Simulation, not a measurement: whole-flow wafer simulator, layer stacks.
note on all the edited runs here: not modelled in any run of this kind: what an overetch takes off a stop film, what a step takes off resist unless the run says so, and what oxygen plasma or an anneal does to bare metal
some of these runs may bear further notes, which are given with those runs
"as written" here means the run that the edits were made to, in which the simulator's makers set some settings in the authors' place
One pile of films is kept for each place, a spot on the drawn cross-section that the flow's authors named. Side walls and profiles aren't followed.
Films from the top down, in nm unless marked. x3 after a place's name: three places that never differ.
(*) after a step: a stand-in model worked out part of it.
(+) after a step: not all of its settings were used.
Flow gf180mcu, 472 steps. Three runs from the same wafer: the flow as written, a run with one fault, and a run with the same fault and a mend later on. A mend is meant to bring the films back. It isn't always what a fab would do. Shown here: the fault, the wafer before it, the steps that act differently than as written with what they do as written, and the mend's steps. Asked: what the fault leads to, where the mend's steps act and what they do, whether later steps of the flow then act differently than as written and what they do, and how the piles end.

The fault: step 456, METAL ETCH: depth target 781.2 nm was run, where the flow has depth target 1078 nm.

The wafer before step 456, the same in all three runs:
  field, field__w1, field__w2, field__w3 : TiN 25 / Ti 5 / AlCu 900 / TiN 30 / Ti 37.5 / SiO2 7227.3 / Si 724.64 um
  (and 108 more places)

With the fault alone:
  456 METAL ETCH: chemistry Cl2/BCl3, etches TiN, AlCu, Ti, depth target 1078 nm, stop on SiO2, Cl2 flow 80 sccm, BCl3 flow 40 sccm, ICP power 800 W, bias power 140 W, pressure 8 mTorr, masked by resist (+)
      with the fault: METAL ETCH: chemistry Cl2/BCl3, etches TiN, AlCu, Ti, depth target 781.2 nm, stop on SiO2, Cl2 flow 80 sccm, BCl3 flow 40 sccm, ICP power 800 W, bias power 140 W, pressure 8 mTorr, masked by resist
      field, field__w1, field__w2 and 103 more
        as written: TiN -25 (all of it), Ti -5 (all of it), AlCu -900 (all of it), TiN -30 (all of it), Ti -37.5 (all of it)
        with the fault: TiN -25 (all of it), Ti -5 (all of it), AlCu -751.2
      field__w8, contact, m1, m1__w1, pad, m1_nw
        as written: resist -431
        with the fault: resist -312.5
  Later steps of the flow that act differently than as written:
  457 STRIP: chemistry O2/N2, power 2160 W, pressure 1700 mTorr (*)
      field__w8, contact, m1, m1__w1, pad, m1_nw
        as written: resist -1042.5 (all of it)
        with the fault: resist -1161 (all of it)
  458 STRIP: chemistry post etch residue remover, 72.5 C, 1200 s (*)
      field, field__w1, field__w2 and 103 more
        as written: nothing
        with the fault: AlCu -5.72
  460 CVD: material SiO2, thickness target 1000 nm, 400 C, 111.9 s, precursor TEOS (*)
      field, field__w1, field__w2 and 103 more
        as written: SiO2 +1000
        with the fault: SiO2 +1000 (new film)
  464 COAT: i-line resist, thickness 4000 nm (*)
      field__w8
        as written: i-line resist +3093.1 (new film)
        with the fault: i-line resist +3279.9 (new film)
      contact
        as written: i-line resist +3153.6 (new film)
        with the fault: i-line resist +3321.1 (new film)
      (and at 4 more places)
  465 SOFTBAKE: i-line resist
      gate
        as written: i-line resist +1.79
        with the fault: i-line resist -0.11
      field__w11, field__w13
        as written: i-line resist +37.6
        with the fault: i-line resist +26.8
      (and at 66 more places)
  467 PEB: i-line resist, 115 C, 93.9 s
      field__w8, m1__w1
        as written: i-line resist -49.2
        with the fault: i-line resist -53
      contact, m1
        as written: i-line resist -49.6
        with the fault: i-line resist -53.3
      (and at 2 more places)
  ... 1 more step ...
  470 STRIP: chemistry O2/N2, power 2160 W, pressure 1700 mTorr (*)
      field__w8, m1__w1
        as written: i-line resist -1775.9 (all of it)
        with the fault: i-line resist -1977.8 (all of it)
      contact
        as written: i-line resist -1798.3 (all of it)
        with the fault: i-line resist -1993.2 (all of it)
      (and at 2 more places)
  At the end the piles differ from the flow's by more than 2% or 0.5 nm, whichever is larger, at field, field__w1, field__w2 and 103 more.
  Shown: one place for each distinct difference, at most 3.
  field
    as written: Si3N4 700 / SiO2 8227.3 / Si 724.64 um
    with the fault: Si3N4 700 / SiO2 1000 / AlCu 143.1 / TiN 30 / Ti 37.5 / SiO2 7227.3 / Si 724.64 um
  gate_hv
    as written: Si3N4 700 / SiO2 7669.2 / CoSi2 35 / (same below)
    with the fault: Si3N4 700 / SiO2 1000 / AlCu 143.1 / TiN 30 / Ti 37.5 / SiO2 6669.2 / CoSi2 35 / (same below)
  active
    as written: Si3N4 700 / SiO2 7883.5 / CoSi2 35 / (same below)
    with the fault: Si3N4 700 / SiO2 1000 / AlCu 143.1 / TiN 30 / Ti 37.5 / SiO2 6883.5 / CoSi2 35 / (same below)

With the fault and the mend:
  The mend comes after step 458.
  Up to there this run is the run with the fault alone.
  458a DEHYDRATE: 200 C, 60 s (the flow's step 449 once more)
      changes no film at any place that is followed
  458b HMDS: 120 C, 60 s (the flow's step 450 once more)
      changes no film at any place that is followed
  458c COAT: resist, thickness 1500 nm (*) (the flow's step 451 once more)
      iso_ptap_pw, iso_ntap_nw, iso_nw_fld and 33 more
        resist +1500 (new film)
      field__w6, active_nat, gate_nat and 6 more
        resist +1509.7 (new film)
      field_sub, field_sub__w1, field_sub__w2, field_sub__w3, field_sub__w4, field_sub__w5
        resist +1509.8 (new film)
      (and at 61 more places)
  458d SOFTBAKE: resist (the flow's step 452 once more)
      field__w7, ld_fp_n
        resist -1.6
      ld_sd_n, npoly_sal
        resist -1.83
      sd_p_hv, nw_enc_fld__w1
        resist -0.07
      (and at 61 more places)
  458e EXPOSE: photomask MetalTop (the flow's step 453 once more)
      changes no film at any place that is followed
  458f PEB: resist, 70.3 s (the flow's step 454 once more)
      field__w2, field__w3, field__w5 and 41 more
        resist -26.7
      iso_ptap_pw, iso_ntap_nw, iso_nw_fld and 33 more
        resist -26.5
      p_well, sti, spacer, sd_n, mim_1p0, dice_street
        resist -26.6
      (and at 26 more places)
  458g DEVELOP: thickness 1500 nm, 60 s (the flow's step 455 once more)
      iso_ptap_pw, iso_ntap_nw, iso_nw_fld and 33 more
        resist -1473.5 (all of it)
      field__w5, field__w9, nplus_u, pplus_u, npoly_u, nw_enc_fld_lv__w1, nw_enc_fld_lv__w4, gate_hv5
        resist -1483.7 (all of it)
      p_well, sti, spacer, sd_n, mim_1p0, dice_street
        resist -1477.2 (all of it)
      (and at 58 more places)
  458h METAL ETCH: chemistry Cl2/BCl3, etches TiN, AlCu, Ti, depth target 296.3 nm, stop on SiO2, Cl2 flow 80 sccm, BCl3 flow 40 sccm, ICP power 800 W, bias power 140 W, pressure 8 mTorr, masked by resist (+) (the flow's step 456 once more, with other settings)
      field, field__w1, field__w2 and 103 more
        AlCu -143.1 (all of it), TiN -30 (all of it), Ti -37.5 (all of it)
      field__w8, contact, m1, m1__w1, pad, m1_nw
        resist -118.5
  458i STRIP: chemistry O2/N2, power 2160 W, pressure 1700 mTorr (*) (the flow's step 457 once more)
      field__w8
        resist -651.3 (all of it)
      contact
        resist -649.1 (all of it)
      m1
        resist -649.4 (all of it)
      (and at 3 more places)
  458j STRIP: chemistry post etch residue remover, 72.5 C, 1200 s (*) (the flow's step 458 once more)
      field__w8, contact, m1, m1__w1, pad, m1_nw
        TiN -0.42
  No later step of the flow acts differently than as written, at any place that is followed, by more than 2% or 0.5 nm, whichever is larger.
  At the end the piles differ from the flow's only slightly at the places that both follow, by at most 2% or 0.5 nm, whichever is larger.
